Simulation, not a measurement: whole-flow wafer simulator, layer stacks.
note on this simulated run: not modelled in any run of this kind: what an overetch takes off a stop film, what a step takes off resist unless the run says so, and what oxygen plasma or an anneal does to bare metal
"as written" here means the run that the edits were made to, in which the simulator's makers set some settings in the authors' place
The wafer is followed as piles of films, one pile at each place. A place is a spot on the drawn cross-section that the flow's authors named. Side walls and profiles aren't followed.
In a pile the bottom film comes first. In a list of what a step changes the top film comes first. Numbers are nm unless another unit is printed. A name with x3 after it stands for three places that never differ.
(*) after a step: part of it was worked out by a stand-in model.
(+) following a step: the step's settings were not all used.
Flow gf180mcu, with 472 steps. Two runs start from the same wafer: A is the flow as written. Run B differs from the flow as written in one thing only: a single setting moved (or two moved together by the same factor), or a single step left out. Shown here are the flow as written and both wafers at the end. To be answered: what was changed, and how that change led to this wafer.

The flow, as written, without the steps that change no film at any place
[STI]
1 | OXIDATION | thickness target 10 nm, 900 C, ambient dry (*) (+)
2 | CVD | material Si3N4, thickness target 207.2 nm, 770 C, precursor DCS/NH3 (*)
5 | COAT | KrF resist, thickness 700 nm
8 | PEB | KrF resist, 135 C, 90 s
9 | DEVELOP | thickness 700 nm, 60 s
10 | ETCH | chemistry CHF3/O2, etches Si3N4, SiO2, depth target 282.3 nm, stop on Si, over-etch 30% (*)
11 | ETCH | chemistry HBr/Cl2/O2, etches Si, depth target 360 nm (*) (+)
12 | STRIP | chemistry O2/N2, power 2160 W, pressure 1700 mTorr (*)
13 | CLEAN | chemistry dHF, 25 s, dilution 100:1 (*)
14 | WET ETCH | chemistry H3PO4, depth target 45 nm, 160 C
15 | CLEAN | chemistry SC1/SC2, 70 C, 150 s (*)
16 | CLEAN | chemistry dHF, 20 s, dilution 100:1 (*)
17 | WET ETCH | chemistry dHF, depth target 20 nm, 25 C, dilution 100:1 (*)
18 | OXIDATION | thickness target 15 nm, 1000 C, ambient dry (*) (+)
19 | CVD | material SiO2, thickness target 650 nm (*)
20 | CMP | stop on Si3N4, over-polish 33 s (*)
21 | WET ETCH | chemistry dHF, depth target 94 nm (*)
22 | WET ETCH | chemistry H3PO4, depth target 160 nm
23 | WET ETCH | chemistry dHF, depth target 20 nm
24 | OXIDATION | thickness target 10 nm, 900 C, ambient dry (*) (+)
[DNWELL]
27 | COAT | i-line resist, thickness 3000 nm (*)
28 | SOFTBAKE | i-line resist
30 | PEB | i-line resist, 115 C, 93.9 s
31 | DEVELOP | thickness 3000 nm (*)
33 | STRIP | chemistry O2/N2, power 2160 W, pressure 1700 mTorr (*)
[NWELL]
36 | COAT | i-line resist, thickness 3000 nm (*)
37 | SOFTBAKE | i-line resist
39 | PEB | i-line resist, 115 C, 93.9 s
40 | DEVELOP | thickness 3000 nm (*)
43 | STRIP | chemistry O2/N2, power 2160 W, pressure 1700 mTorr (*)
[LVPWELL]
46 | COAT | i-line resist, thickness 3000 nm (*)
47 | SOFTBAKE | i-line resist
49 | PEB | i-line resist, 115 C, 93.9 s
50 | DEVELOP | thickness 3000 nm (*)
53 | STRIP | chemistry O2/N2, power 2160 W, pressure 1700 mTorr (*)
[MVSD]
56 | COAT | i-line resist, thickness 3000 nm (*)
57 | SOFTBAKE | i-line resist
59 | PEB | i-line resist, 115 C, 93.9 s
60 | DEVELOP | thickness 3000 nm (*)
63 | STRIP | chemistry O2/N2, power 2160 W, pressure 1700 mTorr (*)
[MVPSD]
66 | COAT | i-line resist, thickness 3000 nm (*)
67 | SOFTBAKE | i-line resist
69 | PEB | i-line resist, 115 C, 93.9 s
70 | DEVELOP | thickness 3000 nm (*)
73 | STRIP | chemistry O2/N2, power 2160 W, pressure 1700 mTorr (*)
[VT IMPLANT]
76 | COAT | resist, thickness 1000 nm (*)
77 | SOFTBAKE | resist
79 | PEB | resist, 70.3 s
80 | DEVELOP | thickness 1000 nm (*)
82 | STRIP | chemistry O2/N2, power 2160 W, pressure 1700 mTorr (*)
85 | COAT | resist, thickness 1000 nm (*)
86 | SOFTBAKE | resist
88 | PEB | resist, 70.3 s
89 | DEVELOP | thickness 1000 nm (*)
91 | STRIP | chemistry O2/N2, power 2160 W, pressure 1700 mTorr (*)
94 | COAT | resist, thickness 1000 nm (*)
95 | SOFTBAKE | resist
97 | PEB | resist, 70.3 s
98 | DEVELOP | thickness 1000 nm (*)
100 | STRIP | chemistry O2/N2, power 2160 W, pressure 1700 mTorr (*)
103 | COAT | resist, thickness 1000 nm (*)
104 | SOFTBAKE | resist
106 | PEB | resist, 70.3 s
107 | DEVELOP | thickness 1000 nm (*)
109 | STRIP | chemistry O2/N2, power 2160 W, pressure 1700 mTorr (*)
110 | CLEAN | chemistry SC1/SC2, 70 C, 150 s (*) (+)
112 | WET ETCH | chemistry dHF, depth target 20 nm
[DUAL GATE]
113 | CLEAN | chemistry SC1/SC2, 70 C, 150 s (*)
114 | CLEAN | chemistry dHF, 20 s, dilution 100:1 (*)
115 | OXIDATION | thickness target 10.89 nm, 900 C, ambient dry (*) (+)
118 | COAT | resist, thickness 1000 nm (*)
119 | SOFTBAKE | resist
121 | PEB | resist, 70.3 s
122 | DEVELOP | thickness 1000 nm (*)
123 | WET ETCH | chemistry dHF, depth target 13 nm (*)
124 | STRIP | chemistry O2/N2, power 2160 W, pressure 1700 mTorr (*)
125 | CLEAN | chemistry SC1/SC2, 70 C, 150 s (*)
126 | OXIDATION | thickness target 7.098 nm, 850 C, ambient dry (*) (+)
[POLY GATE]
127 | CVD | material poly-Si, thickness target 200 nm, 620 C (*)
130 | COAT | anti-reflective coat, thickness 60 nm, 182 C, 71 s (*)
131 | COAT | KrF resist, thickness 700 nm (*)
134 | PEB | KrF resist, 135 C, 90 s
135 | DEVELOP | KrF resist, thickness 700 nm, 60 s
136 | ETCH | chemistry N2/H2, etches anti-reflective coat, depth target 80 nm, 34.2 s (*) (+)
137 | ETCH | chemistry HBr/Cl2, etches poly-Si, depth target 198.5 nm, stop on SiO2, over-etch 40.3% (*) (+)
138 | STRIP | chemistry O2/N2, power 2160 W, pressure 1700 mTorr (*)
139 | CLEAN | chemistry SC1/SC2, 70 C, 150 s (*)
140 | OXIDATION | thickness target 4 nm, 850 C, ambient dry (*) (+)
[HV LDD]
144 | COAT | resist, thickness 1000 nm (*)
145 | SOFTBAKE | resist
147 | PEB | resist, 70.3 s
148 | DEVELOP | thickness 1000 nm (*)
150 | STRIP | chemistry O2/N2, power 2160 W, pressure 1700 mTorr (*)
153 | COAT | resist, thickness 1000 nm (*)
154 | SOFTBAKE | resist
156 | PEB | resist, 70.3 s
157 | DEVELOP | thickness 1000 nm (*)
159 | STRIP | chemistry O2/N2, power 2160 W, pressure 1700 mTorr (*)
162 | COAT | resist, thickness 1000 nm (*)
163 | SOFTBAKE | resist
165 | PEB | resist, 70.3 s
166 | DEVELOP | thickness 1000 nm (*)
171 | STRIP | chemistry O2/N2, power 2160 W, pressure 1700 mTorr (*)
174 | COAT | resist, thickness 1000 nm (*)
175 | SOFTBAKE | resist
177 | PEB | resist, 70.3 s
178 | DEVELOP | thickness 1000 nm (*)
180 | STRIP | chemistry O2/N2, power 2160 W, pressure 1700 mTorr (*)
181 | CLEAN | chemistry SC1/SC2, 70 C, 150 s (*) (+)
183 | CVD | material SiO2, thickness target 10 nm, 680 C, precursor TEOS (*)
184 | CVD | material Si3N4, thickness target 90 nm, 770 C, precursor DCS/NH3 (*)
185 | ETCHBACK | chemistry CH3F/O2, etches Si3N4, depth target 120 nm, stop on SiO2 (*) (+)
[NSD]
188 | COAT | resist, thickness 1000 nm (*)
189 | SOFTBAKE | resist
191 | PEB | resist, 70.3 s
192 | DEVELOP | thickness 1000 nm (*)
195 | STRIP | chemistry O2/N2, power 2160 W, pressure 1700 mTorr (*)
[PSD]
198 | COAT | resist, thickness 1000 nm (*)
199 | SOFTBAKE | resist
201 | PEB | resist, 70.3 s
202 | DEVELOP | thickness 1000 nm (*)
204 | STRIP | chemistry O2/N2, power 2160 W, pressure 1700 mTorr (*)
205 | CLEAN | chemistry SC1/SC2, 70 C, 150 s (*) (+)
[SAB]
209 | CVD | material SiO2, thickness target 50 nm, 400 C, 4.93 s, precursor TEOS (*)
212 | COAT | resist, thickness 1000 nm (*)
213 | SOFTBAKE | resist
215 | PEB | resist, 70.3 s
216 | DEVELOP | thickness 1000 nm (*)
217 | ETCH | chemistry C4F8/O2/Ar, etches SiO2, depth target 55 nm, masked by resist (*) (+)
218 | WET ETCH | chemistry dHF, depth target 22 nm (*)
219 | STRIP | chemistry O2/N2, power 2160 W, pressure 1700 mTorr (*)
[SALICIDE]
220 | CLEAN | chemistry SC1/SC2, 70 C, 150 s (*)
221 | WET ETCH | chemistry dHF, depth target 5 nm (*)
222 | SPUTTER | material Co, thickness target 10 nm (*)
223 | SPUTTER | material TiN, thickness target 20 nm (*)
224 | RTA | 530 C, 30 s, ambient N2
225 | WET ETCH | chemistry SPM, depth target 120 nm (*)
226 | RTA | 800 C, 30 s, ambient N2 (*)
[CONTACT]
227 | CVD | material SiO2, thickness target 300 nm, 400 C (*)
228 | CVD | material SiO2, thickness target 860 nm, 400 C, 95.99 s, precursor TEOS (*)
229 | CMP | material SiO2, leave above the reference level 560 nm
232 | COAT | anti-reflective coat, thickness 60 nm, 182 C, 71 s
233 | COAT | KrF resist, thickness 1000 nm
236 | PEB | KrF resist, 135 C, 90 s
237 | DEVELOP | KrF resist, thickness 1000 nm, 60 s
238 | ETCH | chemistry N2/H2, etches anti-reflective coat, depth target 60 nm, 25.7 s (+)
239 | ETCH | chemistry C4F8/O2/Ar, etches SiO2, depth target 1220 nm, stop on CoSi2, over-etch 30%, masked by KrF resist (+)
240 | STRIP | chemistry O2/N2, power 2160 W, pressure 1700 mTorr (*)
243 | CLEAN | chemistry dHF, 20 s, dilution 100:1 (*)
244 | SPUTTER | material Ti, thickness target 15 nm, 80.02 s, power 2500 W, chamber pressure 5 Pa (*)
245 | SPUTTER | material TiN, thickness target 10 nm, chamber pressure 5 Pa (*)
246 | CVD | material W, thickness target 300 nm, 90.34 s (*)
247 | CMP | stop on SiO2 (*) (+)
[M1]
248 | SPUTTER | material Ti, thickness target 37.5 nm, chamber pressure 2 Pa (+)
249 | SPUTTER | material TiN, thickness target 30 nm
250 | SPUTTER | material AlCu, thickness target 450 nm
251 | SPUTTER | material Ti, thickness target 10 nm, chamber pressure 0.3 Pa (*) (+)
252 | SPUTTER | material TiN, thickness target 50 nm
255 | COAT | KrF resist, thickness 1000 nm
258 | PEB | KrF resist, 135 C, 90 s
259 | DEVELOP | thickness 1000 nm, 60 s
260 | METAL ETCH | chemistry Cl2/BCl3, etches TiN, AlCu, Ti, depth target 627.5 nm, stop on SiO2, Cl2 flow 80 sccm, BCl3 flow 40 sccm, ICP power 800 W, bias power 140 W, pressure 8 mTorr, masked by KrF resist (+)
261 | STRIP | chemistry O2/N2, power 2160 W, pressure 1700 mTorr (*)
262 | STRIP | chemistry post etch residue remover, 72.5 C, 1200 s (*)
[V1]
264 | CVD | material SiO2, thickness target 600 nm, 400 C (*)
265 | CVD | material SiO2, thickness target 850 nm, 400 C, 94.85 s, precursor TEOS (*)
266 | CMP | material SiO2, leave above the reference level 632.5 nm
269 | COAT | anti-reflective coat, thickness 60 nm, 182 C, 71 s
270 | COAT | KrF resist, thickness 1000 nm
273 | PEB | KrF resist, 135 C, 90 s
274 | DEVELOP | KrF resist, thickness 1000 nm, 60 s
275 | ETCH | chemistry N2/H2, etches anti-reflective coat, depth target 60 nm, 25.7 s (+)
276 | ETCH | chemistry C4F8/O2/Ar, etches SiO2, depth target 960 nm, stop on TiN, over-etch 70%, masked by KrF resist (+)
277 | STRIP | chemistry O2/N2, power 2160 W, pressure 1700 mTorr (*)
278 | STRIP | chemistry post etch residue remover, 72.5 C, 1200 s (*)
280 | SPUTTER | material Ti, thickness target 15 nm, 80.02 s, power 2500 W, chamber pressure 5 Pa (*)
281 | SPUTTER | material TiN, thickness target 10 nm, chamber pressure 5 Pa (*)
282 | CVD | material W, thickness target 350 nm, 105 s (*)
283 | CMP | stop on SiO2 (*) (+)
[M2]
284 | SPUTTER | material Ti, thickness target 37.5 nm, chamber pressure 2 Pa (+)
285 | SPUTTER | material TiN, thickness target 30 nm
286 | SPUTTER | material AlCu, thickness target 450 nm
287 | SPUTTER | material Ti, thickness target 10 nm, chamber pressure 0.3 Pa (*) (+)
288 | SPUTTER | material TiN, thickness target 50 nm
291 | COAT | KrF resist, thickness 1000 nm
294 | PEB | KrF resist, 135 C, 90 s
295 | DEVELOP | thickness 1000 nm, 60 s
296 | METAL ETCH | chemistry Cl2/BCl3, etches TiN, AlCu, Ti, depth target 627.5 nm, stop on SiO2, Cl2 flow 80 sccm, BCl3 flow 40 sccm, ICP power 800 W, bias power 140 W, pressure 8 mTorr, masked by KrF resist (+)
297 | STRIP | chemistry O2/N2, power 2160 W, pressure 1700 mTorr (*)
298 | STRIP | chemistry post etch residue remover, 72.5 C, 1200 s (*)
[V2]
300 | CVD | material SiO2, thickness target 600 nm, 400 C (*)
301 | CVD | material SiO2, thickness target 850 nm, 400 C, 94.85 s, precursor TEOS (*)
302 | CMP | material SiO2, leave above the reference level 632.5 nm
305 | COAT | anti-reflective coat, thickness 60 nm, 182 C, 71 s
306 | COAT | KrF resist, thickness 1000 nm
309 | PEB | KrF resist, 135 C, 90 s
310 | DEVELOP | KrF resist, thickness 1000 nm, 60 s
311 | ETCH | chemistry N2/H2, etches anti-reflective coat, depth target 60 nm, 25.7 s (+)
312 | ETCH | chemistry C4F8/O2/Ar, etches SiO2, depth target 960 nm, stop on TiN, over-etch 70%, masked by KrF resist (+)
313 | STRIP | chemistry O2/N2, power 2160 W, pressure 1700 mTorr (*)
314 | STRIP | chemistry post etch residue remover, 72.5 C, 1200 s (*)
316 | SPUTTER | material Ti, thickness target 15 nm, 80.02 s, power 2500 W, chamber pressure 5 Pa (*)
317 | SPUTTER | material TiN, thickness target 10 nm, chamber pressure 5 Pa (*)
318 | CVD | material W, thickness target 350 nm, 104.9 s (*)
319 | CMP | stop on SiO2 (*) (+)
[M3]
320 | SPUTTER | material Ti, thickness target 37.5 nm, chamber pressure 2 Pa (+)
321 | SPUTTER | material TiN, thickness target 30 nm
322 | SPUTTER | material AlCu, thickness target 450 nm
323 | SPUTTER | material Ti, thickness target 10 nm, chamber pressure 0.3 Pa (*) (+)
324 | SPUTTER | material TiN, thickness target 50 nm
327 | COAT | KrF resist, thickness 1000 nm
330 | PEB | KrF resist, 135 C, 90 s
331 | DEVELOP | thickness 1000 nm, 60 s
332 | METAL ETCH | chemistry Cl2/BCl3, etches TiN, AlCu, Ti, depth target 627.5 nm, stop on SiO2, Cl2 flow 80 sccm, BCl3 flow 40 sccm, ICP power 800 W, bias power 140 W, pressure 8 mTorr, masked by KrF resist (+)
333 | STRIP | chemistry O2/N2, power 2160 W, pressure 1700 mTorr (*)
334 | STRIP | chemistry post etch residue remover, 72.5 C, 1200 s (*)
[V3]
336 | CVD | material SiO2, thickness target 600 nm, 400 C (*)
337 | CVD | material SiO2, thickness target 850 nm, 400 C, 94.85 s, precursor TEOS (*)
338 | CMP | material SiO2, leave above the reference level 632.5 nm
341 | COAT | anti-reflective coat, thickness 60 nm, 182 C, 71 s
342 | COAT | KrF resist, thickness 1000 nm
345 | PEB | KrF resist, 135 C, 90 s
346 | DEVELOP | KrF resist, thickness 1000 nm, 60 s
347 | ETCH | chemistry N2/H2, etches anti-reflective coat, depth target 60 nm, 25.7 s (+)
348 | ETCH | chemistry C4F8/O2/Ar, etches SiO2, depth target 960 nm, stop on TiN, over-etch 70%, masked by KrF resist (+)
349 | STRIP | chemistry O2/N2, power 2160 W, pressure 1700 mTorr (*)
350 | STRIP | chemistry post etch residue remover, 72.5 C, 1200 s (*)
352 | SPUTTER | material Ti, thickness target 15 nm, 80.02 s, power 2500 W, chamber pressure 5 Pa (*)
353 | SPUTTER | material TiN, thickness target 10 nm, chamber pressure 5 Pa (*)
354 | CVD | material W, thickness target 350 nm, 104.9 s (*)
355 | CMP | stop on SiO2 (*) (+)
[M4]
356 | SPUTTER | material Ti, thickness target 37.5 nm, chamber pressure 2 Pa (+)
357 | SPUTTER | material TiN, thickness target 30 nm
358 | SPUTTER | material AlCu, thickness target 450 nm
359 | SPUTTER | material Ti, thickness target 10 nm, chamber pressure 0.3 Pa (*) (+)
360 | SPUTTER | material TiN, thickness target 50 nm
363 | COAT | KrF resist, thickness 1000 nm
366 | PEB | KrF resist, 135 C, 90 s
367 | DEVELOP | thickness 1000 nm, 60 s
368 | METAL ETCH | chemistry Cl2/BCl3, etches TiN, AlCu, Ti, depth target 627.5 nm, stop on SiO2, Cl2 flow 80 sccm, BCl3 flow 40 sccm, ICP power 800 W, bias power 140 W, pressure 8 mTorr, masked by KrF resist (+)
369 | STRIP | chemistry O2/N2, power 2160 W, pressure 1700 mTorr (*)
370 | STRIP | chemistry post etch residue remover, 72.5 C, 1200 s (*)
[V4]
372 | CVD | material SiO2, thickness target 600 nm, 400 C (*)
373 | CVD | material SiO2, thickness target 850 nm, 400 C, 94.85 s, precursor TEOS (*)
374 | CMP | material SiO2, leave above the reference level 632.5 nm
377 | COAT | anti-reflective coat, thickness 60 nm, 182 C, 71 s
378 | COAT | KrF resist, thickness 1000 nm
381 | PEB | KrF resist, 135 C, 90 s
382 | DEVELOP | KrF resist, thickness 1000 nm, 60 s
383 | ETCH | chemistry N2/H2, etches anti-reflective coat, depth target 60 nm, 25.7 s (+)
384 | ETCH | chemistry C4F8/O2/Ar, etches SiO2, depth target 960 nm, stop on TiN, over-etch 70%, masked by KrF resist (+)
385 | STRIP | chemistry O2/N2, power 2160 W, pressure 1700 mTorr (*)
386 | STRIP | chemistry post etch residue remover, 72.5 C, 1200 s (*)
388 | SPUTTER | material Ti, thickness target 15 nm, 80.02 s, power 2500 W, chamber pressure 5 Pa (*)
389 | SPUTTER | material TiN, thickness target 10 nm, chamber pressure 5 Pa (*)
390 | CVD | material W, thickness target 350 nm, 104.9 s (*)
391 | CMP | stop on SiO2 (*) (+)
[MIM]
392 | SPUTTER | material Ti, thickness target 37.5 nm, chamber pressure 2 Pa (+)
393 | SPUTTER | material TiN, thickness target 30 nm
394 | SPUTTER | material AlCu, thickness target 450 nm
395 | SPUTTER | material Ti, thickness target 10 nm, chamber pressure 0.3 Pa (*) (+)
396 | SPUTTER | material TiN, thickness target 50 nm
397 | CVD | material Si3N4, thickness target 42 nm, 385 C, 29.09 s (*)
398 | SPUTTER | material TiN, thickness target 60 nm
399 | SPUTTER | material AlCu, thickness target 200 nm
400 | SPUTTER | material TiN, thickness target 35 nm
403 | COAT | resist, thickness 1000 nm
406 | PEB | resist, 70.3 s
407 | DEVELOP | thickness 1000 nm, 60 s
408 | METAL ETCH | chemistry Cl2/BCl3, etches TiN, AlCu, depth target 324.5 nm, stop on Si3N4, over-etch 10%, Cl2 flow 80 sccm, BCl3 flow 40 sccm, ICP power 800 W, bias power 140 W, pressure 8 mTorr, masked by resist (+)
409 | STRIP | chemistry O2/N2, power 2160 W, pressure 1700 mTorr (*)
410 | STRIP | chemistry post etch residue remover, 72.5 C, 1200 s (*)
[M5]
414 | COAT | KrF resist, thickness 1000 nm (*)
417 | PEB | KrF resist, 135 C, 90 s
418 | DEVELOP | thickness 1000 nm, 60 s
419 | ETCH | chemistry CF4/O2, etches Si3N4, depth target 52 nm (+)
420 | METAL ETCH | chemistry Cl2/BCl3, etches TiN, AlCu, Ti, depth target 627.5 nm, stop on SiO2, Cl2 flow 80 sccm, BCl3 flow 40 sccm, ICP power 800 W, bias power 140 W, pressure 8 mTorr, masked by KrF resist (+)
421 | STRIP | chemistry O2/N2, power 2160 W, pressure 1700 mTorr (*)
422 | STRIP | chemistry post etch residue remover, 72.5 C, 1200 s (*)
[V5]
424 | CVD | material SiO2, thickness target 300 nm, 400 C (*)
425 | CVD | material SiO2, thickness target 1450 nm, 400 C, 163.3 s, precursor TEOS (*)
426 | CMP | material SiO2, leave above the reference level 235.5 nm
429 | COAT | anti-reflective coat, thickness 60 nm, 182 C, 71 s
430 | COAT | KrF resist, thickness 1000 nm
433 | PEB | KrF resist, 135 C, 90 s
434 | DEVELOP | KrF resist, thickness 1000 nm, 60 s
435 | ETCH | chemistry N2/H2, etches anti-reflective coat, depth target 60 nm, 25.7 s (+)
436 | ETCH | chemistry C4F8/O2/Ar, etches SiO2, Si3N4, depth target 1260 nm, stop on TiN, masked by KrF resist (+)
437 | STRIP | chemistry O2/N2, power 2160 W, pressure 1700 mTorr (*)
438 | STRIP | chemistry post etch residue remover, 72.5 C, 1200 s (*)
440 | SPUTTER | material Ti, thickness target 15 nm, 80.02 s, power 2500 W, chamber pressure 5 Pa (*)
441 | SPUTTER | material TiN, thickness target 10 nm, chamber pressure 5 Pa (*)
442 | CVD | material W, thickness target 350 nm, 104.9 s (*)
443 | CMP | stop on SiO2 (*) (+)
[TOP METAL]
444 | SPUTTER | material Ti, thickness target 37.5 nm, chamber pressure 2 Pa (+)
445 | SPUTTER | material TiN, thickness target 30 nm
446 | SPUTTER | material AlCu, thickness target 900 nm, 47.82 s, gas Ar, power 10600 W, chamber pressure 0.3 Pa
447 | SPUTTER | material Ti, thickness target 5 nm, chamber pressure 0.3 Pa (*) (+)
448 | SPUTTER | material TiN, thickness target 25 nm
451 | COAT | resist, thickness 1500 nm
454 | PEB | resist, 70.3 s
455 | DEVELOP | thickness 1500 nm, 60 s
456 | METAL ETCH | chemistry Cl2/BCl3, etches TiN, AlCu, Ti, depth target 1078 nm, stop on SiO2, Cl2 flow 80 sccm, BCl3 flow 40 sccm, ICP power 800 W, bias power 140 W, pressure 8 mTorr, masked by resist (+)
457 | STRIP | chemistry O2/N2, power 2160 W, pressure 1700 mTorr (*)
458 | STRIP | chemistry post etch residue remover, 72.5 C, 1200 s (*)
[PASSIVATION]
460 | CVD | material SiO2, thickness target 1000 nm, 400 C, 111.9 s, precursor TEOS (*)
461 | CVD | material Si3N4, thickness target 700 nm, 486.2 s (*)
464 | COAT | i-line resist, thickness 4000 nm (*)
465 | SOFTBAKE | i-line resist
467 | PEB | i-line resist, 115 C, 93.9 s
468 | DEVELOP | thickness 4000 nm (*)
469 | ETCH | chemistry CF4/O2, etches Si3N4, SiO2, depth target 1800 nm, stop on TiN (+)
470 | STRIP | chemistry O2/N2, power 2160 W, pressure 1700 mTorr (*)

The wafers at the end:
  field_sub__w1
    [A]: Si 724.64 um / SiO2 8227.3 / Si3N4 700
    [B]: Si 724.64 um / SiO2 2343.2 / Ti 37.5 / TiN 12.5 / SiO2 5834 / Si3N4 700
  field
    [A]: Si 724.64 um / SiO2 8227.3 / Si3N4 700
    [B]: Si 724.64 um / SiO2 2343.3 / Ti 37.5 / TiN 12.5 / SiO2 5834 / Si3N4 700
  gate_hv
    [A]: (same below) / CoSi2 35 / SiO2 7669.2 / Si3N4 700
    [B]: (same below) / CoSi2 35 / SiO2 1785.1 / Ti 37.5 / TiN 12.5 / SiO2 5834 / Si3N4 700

Cause: step 296, METAL ETCH: depth target 527.1 nm was run, whereas the flow has depth target 627.5 nm.

How this came from the change, step by step:
  296 | METAL ETCH | chemistry Cl2/BCl3, etches TiN, AlCu, Ti, depth target 627.5 nm, stop on SiO2, Cl2 flow 80 sccm, BCl3 flow 40 sccm, ICP power 800 W, bias power 140 W, pressure 8 mTorr, masked by KrF resist (+)
      field, field__w1, field__w2 and 103 more: A TiN loses 50 (all of it), Ti loses 10 (all of it), AlCu loses 450 (all of it), TiN loses 30 (all of it), Ti loses 37.5 (all of it) | B TiN loses 50 (all of it), Ti loses 10 (all of it), AlCu loses 450 (all of it), TiN loses 17.1
      field__w8, contact, m1, m1__w1, m1_nw: A KrF resist loses 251 | B KrF resist loses 210.8
  297 | STRIP | chemistry O2/N2, power 2160 W, pressure 1700 mTorr (*)
      field__w8, contact, m1, m1__w1, m1_nw: A KrF resist loses 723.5 (all of it) | B KrF resist loses 763.7 (all of it)
  300 | CVD | material SiO2, thickness target 600 nm, 400 C (*)
      field, field__w1, field__w2 and 103 more: A SiO2 gains 600 | B SiO2 gains 600 (new film)
  302 | CMP | material SiO2, leave above the reference level 632.5 nm
      field, field__w1, field__w2 and 103 more: A SiO2 loses 300 | B SiO2 loses 350
If metal films that touch count as one body, field_sub__w1 has 1 body; the flow as written gives 0 bodies.
If metal films that touch count as one body, field has 1 body; the flow as written gives 0 bodies.
If metal films that touch count as one body, gate_hv has 2 bodies (between them, from the top down: SiO2 1785.1); the flow as written gives 1 body.
